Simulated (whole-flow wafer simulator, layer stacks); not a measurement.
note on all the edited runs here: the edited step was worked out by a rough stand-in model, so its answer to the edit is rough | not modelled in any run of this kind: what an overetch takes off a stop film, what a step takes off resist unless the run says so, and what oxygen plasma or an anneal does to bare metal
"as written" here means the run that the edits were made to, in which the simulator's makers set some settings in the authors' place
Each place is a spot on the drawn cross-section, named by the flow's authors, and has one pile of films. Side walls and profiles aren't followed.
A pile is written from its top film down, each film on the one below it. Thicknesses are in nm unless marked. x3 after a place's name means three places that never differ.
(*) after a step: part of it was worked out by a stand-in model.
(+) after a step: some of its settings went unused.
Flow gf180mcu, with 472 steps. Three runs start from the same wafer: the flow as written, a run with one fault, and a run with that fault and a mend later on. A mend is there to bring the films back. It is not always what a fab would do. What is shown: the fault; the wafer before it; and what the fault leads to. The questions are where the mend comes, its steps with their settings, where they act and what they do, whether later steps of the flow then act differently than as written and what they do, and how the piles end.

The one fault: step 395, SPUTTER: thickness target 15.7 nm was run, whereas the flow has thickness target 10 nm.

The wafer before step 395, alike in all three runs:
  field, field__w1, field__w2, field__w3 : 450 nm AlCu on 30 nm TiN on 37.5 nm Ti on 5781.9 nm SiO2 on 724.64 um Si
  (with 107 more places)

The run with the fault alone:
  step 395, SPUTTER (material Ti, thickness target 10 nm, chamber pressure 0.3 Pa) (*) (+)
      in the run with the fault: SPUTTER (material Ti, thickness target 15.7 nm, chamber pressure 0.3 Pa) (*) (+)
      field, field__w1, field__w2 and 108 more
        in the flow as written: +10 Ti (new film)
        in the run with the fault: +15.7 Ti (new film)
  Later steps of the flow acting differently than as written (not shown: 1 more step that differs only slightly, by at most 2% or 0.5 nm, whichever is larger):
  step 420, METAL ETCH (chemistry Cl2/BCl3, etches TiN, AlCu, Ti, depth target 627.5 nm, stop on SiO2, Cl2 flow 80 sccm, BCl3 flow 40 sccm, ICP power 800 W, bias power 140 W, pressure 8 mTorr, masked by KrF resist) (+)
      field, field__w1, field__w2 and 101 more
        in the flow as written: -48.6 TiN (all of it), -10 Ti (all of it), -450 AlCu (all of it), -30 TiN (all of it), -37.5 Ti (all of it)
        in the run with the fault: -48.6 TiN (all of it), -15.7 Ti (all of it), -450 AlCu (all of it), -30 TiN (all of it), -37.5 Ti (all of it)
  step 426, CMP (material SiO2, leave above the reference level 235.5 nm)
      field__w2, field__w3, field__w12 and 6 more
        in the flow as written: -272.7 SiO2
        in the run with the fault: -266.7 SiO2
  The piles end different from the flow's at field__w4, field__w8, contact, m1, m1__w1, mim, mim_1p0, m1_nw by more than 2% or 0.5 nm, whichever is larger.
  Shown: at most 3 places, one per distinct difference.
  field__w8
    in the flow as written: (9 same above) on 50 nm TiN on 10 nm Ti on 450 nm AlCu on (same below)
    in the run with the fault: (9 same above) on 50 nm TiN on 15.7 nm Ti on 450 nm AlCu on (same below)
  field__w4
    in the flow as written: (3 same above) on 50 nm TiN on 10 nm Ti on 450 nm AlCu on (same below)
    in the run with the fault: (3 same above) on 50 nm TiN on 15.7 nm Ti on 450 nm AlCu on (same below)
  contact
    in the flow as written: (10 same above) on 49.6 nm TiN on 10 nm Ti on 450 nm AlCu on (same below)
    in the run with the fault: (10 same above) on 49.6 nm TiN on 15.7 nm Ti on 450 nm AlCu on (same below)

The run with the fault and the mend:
  The mend stands after step 395.
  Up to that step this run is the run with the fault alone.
  step 395a, METAL ETCH (chemistry Cl2/BCl3, etches TiN, AlCu, Ti, depth target 5.7 nm, Cl2 flow 80 sccm, BCl3 flow 40 sccm, ICP power 800 W, bias power 140 W, pressure 8 mTorr) (a further turn of the flow's step 260, with different settings)
      field, field__w1, field__w2 and 108 more
        -5.7 Ti
  None of the later steps of the flow acts differently than as written at any place that is followed.
  By the end, the piles equal the flow's at every place that both follow.
